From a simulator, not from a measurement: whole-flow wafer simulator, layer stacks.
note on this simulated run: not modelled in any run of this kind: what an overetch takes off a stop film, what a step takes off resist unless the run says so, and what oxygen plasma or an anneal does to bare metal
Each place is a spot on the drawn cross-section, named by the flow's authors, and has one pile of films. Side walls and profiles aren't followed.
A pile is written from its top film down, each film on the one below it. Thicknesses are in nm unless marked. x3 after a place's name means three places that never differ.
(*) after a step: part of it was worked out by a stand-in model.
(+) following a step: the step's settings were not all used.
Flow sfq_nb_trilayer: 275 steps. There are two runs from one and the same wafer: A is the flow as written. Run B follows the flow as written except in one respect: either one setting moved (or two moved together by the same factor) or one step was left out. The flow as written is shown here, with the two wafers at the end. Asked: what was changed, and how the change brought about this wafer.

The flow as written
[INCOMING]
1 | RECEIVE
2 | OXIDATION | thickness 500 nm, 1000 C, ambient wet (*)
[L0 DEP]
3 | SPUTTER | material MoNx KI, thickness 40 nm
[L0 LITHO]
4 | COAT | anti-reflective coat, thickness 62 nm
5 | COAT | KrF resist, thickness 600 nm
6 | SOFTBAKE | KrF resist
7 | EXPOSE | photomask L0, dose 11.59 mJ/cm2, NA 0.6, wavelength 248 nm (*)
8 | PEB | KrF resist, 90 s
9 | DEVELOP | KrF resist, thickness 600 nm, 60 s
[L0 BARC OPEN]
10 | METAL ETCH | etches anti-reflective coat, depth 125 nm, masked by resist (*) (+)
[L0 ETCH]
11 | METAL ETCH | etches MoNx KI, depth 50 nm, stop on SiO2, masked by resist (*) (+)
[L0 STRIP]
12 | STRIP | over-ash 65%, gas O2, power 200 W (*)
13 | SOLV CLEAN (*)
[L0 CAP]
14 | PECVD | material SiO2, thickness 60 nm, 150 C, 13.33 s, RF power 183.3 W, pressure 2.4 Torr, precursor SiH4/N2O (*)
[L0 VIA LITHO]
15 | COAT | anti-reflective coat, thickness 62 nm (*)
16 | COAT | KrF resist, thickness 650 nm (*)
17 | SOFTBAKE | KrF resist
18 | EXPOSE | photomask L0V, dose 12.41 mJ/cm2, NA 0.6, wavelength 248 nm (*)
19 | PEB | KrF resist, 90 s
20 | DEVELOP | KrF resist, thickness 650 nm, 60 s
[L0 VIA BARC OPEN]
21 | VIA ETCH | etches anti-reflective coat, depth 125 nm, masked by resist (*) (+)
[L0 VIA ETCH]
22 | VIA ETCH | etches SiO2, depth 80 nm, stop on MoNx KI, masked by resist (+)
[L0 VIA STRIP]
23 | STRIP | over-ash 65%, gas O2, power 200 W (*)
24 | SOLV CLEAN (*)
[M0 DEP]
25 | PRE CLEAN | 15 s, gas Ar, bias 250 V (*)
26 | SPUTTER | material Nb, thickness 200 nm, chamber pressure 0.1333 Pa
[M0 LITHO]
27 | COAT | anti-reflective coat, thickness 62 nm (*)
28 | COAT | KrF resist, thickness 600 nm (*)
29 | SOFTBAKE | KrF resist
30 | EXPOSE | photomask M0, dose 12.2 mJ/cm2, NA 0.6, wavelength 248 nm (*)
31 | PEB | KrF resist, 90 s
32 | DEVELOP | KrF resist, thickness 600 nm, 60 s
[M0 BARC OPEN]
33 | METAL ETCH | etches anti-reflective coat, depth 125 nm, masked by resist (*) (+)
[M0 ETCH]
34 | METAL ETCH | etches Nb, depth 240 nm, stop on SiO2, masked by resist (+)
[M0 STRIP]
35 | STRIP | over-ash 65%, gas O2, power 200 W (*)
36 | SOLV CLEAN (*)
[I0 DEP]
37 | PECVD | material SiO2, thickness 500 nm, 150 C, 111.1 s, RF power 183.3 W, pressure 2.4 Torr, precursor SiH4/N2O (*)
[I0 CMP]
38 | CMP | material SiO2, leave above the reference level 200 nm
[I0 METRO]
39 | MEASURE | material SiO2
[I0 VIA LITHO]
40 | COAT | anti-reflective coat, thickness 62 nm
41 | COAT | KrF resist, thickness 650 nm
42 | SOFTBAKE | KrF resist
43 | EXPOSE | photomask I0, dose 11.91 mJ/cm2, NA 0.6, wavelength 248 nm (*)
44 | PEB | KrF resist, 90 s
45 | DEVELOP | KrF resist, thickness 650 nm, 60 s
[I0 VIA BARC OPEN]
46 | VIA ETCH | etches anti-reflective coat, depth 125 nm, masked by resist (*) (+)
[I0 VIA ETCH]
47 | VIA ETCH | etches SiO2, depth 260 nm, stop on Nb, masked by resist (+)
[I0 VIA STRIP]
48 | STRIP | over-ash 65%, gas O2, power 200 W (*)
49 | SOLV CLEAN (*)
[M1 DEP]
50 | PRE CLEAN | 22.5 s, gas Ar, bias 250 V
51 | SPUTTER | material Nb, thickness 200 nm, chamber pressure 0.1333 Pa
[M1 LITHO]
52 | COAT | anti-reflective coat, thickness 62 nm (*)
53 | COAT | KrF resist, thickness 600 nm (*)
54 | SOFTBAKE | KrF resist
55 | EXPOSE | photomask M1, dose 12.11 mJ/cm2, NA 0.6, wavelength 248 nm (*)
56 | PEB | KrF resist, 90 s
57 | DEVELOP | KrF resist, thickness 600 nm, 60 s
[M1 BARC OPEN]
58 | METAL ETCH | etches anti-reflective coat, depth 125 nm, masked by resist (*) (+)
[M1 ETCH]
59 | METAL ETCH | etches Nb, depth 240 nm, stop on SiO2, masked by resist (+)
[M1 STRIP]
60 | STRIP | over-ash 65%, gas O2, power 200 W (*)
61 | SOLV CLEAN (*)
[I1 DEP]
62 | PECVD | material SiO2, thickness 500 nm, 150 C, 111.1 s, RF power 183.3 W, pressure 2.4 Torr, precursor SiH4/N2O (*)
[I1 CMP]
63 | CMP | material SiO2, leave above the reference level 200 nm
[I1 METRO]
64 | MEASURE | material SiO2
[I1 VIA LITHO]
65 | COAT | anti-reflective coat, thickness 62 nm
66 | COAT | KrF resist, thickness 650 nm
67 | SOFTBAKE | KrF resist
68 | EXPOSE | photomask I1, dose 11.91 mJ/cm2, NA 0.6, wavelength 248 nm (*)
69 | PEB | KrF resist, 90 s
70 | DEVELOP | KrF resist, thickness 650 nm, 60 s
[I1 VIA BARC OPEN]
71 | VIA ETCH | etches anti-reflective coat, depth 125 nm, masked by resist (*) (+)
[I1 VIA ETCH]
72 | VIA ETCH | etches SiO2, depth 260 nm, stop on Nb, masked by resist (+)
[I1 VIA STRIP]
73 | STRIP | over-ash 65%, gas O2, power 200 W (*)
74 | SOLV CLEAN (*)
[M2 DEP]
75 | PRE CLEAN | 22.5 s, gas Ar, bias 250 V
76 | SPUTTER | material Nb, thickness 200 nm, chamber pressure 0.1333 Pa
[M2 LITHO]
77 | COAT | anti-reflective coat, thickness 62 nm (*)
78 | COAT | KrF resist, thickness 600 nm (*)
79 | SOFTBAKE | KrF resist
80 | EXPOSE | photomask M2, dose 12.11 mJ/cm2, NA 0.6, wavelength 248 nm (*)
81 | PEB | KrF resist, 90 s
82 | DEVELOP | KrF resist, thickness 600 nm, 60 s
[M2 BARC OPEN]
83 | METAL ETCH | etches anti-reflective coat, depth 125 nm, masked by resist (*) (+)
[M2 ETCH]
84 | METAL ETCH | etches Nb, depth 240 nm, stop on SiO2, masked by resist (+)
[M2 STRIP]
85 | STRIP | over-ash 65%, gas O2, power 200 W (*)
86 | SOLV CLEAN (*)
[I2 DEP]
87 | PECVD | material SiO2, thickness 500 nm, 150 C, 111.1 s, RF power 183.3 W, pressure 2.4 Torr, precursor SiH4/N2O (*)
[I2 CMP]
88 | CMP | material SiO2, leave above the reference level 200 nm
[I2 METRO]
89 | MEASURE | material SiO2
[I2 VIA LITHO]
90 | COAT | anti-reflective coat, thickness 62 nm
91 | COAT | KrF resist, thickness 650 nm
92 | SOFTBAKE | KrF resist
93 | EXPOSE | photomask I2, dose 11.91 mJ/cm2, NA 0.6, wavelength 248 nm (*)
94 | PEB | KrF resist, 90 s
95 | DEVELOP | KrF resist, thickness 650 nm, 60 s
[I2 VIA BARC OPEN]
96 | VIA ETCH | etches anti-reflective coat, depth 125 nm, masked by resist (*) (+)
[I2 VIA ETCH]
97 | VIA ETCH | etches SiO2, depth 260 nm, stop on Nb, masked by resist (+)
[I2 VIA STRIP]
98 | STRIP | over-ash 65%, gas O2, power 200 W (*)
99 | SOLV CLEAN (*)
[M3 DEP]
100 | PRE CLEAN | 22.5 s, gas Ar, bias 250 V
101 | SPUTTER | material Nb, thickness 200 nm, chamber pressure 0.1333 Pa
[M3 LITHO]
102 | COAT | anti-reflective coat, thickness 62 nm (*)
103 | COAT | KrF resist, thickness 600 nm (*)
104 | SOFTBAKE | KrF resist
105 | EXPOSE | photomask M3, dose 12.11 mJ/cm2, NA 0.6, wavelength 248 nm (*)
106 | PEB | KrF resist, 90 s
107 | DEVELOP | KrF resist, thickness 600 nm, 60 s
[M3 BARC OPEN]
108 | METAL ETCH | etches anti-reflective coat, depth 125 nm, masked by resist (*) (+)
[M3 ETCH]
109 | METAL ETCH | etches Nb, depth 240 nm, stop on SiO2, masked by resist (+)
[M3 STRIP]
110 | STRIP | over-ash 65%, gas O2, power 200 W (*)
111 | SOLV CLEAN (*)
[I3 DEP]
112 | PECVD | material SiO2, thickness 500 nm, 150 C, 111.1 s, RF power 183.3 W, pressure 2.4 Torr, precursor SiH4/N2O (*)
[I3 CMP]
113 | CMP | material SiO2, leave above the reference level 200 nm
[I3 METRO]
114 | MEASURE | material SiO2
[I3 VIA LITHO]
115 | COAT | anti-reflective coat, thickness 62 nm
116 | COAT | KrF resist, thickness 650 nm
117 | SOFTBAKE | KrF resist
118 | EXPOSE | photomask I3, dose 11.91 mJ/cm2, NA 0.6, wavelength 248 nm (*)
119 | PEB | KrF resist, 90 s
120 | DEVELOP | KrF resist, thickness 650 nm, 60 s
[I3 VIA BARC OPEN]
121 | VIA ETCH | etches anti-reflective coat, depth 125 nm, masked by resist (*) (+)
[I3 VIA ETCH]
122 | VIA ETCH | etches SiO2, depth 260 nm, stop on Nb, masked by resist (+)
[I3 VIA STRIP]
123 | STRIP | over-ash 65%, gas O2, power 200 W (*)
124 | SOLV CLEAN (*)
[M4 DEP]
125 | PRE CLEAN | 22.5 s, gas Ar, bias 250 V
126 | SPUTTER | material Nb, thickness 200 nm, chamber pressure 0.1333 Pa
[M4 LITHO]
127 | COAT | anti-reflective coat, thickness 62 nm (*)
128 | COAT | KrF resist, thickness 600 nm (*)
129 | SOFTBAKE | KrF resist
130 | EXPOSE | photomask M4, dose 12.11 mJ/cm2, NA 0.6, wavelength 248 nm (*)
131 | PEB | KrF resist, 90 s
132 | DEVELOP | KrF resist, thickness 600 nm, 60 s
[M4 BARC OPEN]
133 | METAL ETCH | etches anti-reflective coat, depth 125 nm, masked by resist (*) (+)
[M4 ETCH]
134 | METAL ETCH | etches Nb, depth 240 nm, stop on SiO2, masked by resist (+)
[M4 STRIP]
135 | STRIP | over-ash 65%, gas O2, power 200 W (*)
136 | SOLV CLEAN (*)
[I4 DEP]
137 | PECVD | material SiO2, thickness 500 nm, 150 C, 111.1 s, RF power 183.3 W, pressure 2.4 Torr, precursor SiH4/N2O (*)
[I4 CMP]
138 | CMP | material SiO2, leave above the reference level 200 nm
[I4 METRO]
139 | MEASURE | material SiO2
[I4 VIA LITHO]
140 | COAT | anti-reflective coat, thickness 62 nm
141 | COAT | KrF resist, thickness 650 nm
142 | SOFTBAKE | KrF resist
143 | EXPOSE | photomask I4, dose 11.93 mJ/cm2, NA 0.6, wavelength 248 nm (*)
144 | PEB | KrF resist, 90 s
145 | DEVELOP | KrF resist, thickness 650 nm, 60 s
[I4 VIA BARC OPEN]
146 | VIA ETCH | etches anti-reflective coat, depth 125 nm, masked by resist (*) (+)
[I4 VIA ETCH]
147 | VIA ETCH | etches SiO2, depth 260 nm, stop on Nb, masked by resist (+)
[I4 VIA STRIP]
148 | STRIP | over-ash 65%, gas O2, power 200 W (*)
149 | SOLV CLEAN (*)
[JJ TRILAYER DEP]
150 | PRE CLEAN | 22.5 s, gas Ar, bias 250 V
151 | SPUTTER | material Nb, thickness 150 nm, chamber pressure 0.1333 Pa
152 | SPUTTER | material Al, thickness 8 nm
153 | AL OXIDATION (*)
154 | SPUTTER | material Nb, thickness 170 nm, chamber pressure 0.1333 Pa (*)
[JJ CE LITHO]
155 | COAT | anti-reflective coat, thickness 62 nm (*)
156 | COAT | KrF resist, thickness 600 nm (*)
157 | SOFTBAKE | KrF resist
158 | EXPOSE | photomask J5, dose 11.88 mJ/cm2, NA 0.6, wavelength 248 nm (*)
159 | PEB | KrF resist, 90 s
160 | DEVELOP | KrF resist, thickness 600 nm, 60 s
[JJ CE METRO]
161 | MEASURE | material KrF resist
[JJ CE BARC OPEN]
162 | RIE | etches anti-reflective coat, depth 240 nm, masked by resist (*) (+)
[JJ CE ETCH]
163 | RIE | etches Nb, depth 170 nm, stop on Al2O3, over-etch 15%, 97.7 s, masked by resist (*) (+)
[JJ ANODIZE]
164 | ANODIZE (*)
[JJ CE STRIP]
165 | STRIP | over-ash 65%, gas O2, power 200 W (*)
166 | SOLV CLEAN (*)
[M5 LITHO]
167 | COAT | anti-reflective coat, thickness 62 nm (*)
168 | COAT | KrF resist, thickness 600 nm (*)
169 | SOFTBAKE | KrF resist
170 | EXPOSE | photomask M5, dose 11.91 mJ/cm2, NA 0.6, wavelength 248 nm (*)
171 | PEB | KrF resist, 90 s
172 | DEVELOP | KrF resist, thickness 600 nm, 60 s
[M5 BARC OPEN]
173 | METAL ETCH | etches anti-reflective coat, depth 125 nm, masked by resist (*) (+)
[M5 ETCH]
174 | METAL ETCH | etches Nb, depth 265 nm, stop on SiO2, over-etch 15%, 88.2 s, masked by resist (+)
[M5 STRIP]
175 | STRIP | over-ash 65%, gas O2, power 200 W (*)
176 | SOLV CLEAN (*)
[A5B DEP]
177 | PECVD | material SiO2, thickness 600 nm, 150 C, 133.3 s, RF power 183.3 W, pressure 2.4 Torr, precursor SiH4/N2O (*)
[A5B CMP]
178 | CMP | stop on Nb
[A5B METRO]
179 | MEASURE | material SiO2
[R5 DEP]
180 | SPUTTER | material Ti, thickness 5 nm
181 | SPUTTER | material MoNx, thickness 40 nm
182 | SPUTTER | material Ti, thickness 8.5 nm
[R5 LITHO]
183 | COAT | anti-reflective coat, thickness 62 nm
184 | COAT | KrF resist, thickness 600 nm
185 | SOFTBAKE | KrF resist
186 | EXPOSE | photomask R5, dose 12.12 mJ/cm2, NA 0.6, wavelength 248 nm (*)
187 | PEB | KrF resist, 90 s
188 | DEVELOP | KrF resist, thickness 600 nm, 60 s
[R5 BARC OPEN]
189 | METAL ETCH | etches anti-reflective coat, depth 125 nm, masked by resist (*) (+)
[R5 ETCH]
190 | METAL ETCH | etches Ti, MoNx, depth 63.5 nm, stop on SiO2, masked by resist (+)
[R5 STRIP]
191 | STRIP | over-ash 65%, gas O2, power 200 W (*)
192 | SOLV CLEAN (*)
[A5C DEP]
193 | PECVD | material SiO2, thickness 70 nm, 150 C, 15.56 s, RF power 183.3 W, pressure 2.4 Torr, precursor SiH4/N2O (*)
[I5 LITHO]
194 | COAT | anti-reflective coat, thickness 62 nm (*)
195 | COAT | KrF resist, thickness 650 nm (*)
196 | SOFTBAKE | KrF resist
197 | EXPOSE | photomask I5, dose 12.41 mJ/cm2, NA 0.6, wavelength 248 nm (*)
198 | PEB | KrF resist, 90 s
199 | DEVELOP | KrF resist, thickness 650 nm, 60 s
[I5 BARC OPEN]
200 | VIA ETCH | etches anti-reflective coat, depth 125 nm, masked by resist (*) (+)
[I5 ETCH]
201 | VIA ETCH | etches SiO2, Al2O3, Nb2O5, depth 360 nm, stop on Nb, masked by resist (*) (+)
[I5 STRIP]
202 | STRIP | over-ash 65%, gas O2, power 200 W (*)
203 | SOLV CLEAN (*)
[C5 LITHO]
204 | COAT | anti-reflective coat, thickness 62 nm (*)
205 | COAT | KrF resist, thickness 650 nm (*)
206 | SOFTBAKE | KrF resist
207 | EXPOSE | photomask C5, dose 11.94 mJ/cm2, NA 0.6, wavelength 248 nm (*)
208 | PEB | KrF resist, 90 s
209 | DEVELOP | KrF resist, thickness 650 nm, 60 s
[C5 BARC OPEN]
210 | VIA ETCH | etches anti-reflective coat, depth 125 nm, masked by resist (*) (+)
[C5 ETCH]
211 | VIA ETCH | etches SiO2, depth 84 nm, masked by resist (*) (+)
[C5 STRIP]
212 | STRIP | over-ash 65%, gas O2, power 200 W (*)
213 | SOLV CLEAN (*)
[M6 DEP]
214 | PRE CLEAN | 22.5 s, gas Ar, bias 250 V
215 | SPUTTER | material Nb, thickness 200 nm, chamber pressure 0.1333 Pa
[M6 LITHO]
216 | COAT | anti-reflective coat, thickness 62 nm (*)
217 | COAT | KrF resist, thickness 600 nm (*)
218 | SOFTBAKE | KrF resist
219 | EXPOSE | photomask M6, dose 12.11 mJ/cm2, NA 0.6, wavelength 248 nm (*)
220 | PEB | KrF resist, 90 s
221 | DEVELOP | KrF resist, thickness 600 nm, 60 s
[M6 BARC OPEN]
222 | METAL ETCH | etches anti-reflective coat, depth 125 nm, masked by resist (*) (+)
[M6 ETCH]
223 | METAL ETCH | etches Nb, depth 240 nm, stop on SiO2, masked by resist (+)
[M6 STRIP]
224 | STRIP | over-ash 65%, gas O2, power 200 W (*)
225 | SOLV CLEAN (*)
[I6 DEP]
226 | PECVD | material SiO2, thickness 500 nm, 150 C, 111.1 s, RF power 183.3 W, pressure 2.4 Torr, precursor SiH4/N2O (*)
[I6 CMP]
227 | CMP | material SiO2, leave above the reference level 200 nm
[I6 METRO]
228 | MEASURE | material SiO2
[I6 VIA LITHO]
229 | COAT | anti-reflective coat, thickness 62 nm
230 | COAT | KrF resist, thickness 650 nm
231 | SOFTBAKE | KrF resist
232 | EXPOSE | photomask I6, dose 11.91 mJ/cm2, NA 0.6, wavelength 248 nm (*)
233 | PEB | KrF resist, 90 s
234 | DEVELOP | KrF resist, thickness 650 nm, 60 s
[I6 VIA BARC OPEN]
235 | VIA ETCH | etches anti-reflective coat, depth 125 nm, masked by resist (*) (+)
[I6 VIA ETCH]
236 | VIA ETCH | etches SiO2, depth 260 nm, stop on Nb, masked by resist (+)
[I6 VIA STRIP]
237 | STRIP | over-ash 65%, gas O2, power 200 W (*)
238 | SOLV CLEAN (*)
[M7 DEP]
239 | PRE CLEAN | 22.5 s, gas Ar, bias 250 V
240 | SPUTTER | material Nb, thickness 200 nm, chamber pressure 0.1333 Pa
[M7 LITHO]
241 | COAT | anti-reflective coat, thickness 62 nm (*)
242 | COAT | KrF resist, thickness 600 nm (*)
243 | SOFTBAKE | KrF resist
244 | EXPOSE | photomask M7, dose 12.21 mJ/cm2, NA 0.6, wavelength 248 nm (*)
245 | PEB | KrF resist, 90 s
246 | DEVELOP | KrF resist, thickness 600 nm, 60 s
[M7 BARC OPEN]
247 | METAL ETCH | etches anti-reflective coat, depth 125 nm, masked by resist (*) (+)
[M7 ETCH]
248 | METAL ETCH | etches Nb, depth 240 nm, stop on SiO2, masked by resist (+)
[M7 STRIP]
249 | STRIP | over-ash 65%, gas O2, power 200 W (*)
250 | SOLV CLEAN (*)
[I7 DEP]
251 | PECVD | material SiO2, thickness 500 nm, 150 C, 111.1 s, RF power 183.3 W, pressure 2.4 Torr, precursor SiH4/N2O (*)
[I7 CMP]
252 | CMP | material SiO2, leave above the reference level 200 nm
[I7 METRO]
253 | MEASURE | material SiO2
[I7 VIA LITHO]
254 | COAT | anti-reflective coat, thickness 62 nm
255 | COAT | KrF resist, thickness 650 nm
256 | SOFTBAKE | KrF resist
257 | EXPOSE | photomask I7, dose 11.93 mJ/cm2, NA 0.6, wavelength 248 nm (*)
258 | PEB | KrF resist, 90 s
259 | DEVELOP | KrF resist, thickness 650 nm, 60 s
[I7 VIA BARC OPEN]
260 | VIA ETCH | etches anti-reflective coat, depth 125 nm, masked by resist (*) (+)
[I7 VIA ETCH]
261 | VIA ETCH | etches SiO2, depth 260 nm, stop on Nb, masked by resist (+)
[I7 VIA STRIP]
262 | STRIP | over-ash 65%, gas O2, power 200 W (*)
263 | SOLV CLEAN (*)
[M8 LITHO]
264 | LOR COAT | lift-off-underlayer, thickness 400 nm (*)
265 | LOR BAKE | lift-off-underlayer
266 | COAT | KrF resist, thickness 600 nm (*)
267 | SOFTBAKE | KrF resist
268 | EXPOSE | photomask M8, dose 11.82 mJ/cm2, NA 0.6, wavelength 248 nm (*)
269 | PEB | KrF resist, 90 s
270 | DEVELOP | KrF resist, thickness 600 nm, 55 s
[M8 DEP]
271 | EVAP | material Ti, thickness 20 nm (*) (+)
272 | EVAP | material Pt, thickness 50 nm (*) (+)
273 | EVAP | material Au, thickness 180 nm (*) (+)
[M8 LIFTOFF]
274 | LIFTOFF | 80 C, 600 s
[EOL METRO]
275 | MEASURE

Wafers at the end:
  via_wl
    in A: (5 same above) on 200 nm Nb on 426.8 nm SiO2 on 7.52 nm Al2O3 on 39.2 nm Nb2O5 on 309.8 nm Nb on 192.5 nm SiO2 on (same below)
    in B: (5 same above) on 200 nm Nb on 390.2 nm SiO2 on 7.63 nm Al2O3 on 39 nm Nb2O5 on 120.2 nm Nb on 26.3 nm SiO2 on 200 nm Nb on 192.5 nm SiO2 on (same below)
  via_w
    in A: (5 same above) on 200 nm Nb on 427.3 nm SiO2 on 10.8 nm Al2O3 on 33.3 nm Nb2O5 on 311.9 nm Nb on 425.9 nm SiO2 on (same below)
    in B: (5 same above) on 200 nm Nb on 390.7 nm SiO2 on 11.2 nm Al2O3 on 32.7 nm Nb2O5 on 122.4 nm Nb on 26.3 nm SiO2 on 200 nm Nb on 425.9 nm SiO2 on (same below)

Cause: step 147, VIA ETCH: depth 166 nm was run, whereas the flow has depth 260 nm.

The path from the change to this, step by step:
  147 | VIA ETCH | etches SiO2, depth 260 nm, stop on Nb, masked by resist (+)
      via_wl, via_w, via_wr: A -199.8 SiO2 (all of it) | B -166 SiO2
      field_l, v_sur, via_sp and 100 more: A -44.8 KrF resist | B -28.6 KrF resist
  148 | STRIP | over-ash 65%, gas O2, power 200 W (*)
      field_l, v_sur, via_sp and 100 more: A -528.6 KrF resist (all of it), -62 anti-reflective coat (all of it) | B -544.8 KrF resist (all of it), -62 anti-reflective coat (all of it)
  150 | PRE CLEAN | 22.5 s, gas Ar, bias 250 V
      via_wl, via_w, via_wr: A -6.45 Nb | B -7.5 SiO2
  151 | SPUTTER | material Nb, thickness 150 nm, chamber pressure 0.1333 Pa
      via_wl, via_w, via_wr: A +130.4 Nb | B +134.2 Nb (new film)
  154 | SPUTTER | material Nb, thickness 170 nm, chamber pressure 0.1333 Pa (*)
      via_wl, via_wr: A +140.7 Nb (new film) | B +146.4 Nb (new film)
      via_w: A +141 Nb (new film) | B +146.7 Nb (new film)
  155 | COAT | anti-reflective coat, thickness 62 nm (*)
      via_wl, via_wr: A +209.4 anti-reflective coat (new film) | B +177.7 anti-reflective coat (new film)
      v_sur: A +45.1 anti-reflective coat (new film) | B +46.5 anti-reflective coat (new film)
      (also at 1 further place)
  156 | COAT | KrF resist, thickness 600 nm (*)
      via_w: A +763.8 KrF resist (new film) | B +732.6 KrF resist (new film)
  160 | DEVELOP | KrF resist, thickness 600 nm, 60 s
      via_w: A -762.1 KrF resist (all of it) | B -731 KrF resist (all of it)
  162 | RIE | etches anti-reflective coat, depth 240 nm, masked by resist (*) (+)
      ce_l, c5j, ce_r, wl_jj: A -209.4 KrF resist | B -177.7 KrF resist
      via_wl, via_wr: A -209.4 anti-reflective coat (all of it) | B -177.7 anti-reflective coat (all of it)
      (also at 2 further places)
  163 | RIE | etches Nb, depth 170 nm, stop on Al2O3, over-etch 15%, 97.7 s, masked by resist (*) (+)
      via_wl, via_wr: A -140.7 Nb (all of it), -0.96 Al2O3 (all of it) | B -146.4 Nb (all of it), -0.96 Al2O3 (all of it)
      via_w: A -141 Nb (all of it), -0.96 Al2O3 (all of it) | B -146.7 Nb (all of it), -0.96 Al2O3 (all of it)
  165 | STRIP | over-ash 65%, gas O2, power 200 W (*)
      c5j, ce_r: A -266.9 KrF resist (all of it), -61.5 anti-reflective coat (all of it) | B -298.8 KrF resist (all of it), -61.6 anti-reflective coat (all of it)
      ce_l: A -266.8 KrF resist (all of it), -61.4 anti-reflective coat (all of it) | B -298.7 KrF resist (all of it), -61.5 anti-reflective coat (all of it)
      (also at 1 further place)
  167 | COAT | anti-reflective coat, thickness 62 nm (*)
      v_sur: A +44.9 anti-reflective coat (new film) | B +43.1 anti-reflective coat (new film)
      via_wl: A +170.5 anti-reflective coat (new film) | B +134 anti-reflective coat (new film)
      (also at 2 further places)
  168 | COAT | KrF resist, thickness 600 nm (*)
      via_w: A +732.6 KrF resist (new film) | B +712.2 KrF resist (new film)
  175 | STRIP | over-ash 65%, gas O2, power 200 W (*)
      v_sur: A -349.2 KrF resist (all of it), -44.9 anti-reflective coat (all of it) | B -354.7 KrF resist (all of it), -43.1 anti-reflective coat (all of it)
      via_wl: A -427 KrF resist (all of it), -170.5 anti-reflective coat (all of it) | B -432.5 KrF resist (all of it), -134 anti-reflective coat (all of it)
      (also at 2 further places)
  178 | CMP | stop on Nb
      via_wl, via_wr: A -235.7 SiO2 | B -272.3 SiO2
      via_w: A -235.2 SiO2 | B -271.8 SiO2
Taking metal films that touch as one body, via_wl has 8 bodies (between them, from the top down: SiO2 192.5; SiO2 390.2 / Al2O3 7.63 / Nb2O5 39; SiO2 26.3; SiO2 192.5; SiO2 192.5; SiO2 192.5; SiO2 192.5); the flow as written gives 7 bodies (between them, from the top down: SiO2 192.5; SiO2 426.8 / Al2O3 7.52 / Nb2O5 39.2; SiO2 192.5; SiO2 192.5; SiO2 192.5; SiO2 192.5).
Taking metal films that touch as one body, via_w has 6 bodies (between them, from the top down: SiO2 192.5; SiO2 390.7 / Al2O3 11.2 / Nb2O5 32.7; SiO2 26.3; SiO2 425.9; SiO2 416.9); the flow as written gives 5 bodies (between them, from the top down: SiO2 192.5; SiO2 427.3 / Al2O3 10.8 / Nb2O5 33.3; SiO2 425.9; SiO2 416.9).
